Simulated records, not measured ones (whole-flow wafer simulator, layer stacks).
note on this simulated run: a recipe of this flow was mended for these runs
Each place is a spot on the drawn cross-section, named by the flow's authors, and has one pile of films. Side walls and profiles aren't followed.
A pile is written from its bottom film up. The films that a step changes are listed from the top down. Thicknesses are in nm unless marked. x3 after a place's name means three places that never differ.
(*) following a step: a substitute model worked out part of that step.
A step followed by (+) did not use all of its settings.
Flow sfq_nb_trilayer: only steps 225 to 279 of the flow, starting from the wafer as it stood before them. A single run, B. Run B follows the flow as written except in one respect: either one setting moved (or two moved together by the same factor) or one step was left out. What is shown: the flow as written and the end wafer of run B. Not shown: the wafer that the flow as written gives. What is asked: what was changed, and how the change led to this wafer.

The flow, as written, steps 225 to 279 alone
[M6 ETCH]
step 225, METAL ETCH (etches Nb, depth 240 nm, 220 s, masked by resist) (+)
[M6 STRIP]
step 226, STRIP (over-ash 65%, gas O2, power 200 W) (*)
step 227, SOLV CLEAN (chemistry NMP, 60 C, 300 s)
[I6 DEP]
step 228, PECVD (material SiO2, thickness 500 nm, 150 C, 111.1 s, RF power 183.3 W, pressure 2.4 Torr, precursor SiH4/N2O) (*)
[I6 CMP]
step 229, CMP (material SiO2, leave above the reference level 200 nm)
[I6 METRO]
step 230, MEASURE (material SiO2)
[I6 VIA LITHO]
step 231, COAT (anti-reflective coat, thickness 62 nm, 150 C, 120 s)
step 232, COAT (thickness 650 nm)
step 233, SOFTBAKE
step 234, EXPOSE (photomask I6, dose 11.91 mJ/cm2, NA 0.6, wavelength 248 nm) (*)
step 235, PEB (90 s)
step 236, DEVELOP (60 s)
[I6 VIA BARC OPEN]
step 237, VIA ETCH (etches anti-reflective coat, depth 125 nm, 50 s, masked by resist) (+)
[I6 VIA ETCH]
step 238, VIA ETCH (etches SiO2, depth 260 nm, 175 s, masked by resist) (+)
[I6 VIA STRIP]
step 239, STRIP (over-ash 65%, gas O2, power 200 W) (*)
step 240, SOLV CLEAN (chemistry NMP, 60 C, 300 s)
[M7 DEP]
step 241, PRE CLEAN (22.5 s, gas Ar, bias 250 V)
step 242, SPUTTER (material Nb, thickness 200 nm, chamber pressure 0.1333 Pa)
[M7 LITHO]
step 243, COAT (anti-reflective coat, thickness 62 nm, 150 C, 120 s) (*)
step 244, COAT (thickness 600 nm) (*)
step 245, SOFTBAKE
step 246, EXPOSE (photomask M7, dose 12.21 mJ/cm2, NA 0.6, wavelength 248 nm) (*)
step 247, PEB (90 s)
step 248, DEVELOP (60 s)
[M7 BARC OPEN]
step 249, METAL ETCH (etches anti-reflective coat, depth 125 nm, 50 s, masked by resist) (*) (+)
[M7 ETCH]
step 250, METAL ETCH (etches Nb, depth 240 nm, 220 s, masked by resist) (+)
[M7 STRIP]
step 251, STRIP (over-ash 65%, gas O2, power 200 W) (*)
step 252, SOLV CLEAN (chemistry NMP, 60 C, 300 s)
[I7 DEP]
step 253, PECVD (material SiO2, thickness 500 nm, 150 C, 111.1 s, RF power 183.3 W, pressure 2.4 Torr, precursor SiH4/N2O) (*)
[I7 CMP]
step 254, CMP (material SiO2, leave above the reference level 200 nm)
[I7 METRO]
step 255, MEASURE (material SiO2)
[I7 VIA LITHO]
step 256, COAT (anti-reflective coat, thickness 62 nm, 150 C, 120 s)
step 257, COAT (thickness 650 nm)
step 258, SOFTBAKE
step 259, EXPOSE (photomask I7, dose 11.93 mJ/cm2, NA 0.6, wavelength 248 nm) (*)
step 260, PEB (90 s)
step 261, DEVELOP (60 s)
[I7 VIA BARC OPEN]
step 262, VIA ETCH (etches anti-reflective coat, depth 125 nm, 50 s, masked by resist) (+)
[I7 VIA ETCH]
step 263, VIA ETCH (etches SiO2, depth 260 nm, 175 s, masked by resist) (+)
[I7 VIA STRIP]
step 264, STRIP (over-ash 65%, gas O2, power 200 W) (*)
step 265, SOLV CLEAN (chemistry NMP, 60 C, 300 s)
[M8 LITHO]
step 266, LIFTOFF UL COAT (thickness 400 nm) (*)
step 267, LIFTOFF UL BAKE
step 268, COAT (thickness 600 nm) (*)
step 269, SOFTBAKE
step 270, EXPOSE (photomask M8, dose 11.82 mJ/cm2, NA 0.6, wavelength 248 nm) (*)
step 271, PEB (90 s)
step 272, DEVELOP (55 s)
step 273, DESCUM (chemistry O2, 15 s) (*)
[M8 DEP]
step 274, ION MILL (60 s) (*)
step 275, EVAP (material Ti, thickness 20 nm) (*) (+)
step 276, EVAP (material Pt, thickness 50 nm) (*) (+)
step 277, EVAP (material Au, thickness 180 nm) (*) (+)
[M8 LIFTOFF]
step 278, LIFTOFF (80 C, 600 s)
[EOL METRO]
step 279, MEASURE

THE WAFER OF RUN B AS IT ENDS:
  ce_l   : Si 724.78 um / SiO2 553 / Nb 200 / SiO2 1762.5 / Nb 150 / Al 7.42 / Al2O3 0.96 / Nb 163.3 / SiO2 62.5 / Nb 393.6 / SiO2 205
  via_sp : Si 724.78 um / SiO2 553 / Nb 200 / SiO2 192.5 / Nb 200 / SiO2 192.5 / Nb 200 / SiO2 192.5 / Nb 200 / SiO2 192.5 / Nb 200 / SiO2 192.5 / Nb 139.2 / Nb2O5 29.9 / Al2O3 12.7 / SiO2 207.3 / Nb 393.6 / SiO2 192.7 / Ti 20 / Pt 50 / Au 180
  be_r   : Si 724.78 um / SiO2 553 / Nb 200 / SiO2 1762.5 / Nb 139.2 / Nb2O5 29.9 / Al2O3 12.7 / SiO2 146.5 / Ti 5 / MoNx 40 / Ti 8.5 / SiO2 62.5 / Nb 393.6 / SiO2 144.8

The reason: step 226, STRIP: over-ash 65%, gas O2, power 200 W (*), was omitted.

Step by step, how the change led to this:
  step 228, PECVD (material SiO2, thickness 500 nm, 150 C, 111.1 s, RF power 183.3 W, pressure 2.4 Torr, precursor SiH4/N2O) (*)
      moat, field_r, lsp_l, ln_m5, lsp_m: SiO2 gains 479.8 (as written it would have been: SiO2 gains 493.5)
      lsp_r, l0_sur, l0v: SiO2 gains 471.7 (as written it would have been: SiO2 gains 491.7)
      (also at 6 further places)
  step 229, CMP (material SiO2, leave above the reference level 200 nm)
      via_w, wl_j_sl, wl_j_sr: SiO2 loses 500 (all of it), KrF-resist-other-grade loses 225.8 (as written it would have been: SiO2 loses 300)
      wl_c_m6, wl_f_m6: SiO2 loses 500 (all of it), KrF-resist-other-grade loses 226.5 (as written it would have been: SiO2 loses 300)
      (also at 34 further places)
  step 231, COAT (anti-reflective coat, thickness 62 nm, 150 C, 120 s)
      wire, sp_r: anti-reflective coat gains 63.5 (new film) (as written it would have been: anti-reflective coat gains 62 (new film))
      be_sur, jj_sur: anti-reflective coat gains 50 (new film) (as written it would have been: anti-reflective coat gains 62 (new film))
      (also at 4 further places)
  step 238, VIA ETCH (etches SiO2, depth 260 nm, 175 s, masked by resist) (+)
      via_v: KrF-resist-other-grade loses 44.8 (as written it would have been: SiO2 loses 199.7 (all of it), Nb loses 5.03)
  step 239, STRIP (over-ash 65%, gas O2, power 200 W) (*)
      wl_a_m6, wl_c_m6, wl_f_m6: KrF-resist-other-grade loses 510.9 (all of it), anti-reflective coat loses 62 (all of it), KrF-resist-other-grade loses 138 (all of it), anti-reflective coat loses 62 (all of it) (as written it would have been: KrF-resist-other-grade loses 510.8 (all of it), anti-reflective coat loses 62 (all of it))
      m6r_line_l, m6r_line_r: KrF-resist-other-grade loses 511.1 (all of it), anti-reflective coat loses 62 (all of it), KrF-resist-other-grade loses 138 (all of it), anti-reflective coat loses 62 (all of it) (as written it would have been: KrF-resist-other-grade loses 510.8 (all of it), anti-reflective coat loses 62 (all of it))
      (also at 23 further places)
  step 241, PRE CLEAN (22.5 s, gas Ar, bias 250 V)
      v_sur, via_wl, via_w and 23 more: Nb loses 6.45 (as written it would have been: SiO2 loses 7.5)
  step 242, SPUTTER (material Nb, thickness 200 nm, chamber pressure 0.1333 Pa)
      via_wr, via_sp, wire and 12 more: Nb gains 200 (as written it would have been: Nb gains 200 (new film))
      v_sur: Nb gains 161.8 (as written it would have been: Nb gains 200 (new film))
      (also at 11 further places)
  step 243, COAT (anti-reflective coat, thickness 62 nm, 150 C, 120 s) (*)
      p3_l2, p3_s3, p3_l4, p3_s4: anti-reflective coat gains 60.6 (new film) (as written it would have been: anti-reflective coat gains 62 (new film))
      m0r_line_l, m0r_line_r, m7r_line_l, m7r_line_r: anti-reflective coat gains 76.7 (new film) (as written it would have been: anti-reflective coat gains 62 (new film))
      (also at 90 further places)
  step 244, COAT (thickness 600 nm) (*)
      m0r_line_l, m0r_line_r, m7r_line_l, m7r_line_r: KrF-resist-other-grade gains 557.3 (new film) (as written it would have been: KrF-resist-other-grade gains 600 (new film))
      m0r_space_l, m0r_space_r, m7r_space_l, m7r_space_r: KrF-resist-other-grade gains 580.2 (new film) (as written it would have been: KrF-resist-other-grade gains 600 (new film))
      (also at 73 further places)
  step 247, PEB (90 s)
      be: KrF-resist-other-grade loses 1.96 (as written it would have been: KrF-resist-other-grade loses 1.22)
  step 248, DEVELOP (60 s)
      m0r_space_l, m0r_space_r, m7r_space_l, m7r_space_r: KrF-resist-other-grade loses 579 (all of it) (as written it would have been: KrF-resist-other-grade loses 598.7 (all of it))
      p3_fr, m5r_space_r: KrF-resist-other-grade loses 580.9 (all of it) (as written it would have been: KrF-resist-other-grade loses 598.7 (all of it))
      (also at 35 further places)
  step 249, METAL ETCH (etches anti-reflective coat, depth 125 nm, 50 s, masked by resist) (*) (+)
      p3_l2, p3_s3, p3_l4, p3_s4: anti-reflective coat loses 60.6 (all of it) (as written it would have been: anti-reflective coat loses 62 (all of it))
      m0r_space_l, m0r_space_r, m7r_space_l, m7r_space_r: anti-reflective coat loses 44.7 (all of it) (as written it would have been: anti-reflective coat loses 62 (all of it))
      (also at 50 further places)
  step 250, METAL ETCH (etches Nb, depth 240 nm, 220 s, masked by resist) (+)
      wl_c_m6, m6r_line_l, m6r_line_r: Nb loses 240 (as written it would have been: Nb loses 200 (all of it), SiO2 loses 4)
  step 251, STRIP (over-ash 65%, gas O2, power 200 W) (*)
      m7r_line_l, m7r_line_r: KrF-resist-other-grade loses 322 (all of it), anti-reflective coat loses 76.7 (all of it) (as written it would have been: KrF-resist-other-grade loses 364.6 (all of it), anti-reflective coat loses 62 (all of it))
      v_sur: KrF-resist-other-grade loses 386.3 (all of it), anti-reflective coat loses 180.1 (all of it) (as written it would have been: KrF-resist-other-grade loses 360.6 (all of it), anti-reflective coat loses 64.6 (all of it))
      (also at 38 further places)
  step 253, PECVD (material SiO2, thickness 500 nm, 150 C, 111.1 s, RF power 183.3 W, pressure 2.4 Torr, precursor SiH4/N2O) (*)
      wl_c_m6, m6r_line_l, m6r_line_r: SiO2 gains 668 (new film) (as written it would have been: SiO2 gains 500)
      be: SiO2 gains 289.5 (new film), void gains 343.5 (new film), SiO2 gains 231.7 (new film) (as written it would have been: SiO2 gains 500 (new film))
      (also at 9 further places)
  step 254, CMP (material SiO2, leave above the reference level 200 nm)
      ln_m6: SiO2 loses 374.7 (all of it), void loses 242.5 (all of it) (as written it would have been: SiO2 loses 300)
      field_l, p4_fl, p4_fm and 53 more: SiO2 loses 294.9 (as written it would have been: SiO2 loses 96)
      (also at 38 further places)
  ... another 5 steps ...
  step 278, LIFTOFF (80 C, 600 s)
      lsp_m: Au loses 180 (all of it), Pt loses 50 (all of it), Ti loses 20 (all of it), KrF-resist-other-grade loses 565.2 (all of it), lift-off-underlayer loses 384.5 (all of it) (as written it would have been: Au loses 180 (all of it), Pt loses 50 (all of it), Ti loses 20 (all of it), KrF-resist-other-grade loses 559.7 (all of it), lift-off-underlayer loses 399.6 (all of it))
      ln_m6: Au loses 180 (all of it), Pt loses 50 (all of it), Ti loses 20 (all of it), KrF-resist-other-grade loses 579.2 (all of it), lift-off-underlayer loses 486.1 (all of it) (as written it would have been: Au loses 180 (all of it), Pt loses 50 (all of it), Ti loses 20 (all of it), KrF-resist-other-grade loses 559.6 (all of it), lift-off-underlayer loses 399.7 (all of it))
      (also at 1 further place)
With metal films that touch counted as one body, ce_l has 4 bodies (between them, from the top down: SiO2 62.5; Al2O3 0.96; SiO2 1762.5); the flow as written gives 5 bodies (between them, from the top down: SiO2 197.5; SiO2 62.5; Al2O3 0.96; SiO2 1762.5).
With metal films that touch counted as one body, via_sp has 8 bodies (between them, from the top down: SiO2 192.7; SiO2 207.3 / Al2O3 12.7 / Nb2O5 29.9; SiO2 192.5; SiO2 192.5; SiO2 192.5; SiO2 192.5; SiO2 192.5); the flow as written gives 9 bodies (between them, from the top down: SiO2 192.7; SiO2 192.5; SiO2 207.3 / Al2O3 12.7 / Nb2O5 29.9; SiO2 192.5; SiO2 192.5; SiO2 192.5; SiO2 192.5; SiO2 192.5).
With metal films that touch counted as one body, be_r has 4 bodies (between them, from the top down: SiO2 62.5; SiO2 146.5 / Al2O3 12.7 / Nb2O5 29.9; SiO2 1762.5); the flow as written gives 5 bodies (between them, from the top down: SiO2 137.3; SiO2 62.5; SiO2 146.5 / Al2O3 12.7 / Nb2O5 29.9; SiO2 1762.5).
